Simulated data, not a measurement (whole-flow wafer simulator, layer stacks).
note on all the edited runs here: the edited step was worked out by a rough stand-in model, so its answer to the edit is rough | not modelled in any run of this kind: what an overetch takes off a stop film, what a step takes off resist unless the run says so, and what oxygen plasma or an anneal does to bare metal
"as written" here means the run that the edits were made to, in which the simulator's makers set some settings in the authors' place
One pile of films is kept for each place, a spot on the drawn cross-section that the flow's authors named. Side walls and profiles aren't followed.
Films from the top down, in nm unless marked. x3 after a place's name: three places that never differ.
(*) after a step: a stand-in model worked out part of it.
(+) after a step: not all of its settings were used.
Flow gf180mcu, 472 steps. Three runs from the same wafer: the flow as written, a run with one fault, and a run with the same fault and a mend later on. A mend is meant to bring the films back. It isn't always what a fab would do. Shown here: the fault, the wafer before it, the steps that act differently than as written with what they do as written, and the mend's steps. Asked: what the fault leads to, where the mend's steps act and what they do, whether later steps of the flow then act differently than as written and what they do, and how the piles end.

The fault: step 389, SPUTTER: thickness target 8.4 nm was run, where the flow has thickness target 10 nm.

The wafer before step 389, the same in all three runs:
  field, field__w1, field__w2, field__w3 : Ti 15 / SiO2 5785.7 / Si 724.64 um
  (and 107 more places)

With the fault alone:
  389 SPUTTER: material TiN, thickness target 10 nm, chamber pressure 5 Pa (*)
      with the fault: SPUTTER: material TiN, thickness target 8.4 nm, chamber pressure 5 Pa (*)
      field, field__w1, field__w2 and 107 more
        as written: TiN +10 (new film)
        with the fault: TiN +8.4 (new film)
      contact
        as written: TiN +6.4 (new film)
        with the fault: TiN +5.38 (new film)
  Later steps of the flow that act differently than as written (1 more step differs only slightly, by at most 2% or 0.5 nm, whichever is larger, and isn't shown):
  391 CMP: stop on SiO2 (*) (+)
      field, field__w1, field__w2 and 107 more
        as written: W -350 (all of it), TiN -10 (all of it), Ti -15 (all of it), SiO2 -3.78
        with the fault: W -350 (all of it), TiN -8.4 (all of it), Ti -15 (all of it), SiO2 -3.77
  At the end the piles differ from the flow's by more than 2% or 0.5 nm, whichever is larger, at contact.
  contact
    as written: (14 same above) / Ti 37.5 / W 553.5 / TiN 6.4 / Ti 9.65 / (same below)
    with the fault: (14 same above) / Ti 37.5 / W 554.5 / TiN 5.38 / Ti 9.65 / (same below)

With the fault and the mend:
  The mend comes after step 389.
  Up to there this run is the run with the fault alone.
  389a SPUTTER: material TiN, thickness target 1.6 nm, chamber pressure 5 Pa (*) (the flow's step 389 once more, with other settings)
      field, field__w1, field__w2 and 107 more
        TiN +1.6
      contact
        TiN +1.02
  No later step of the flow acts differently than as written at any place that is followed.
  At the end the piles are the same as the flow's at every place that both follow.
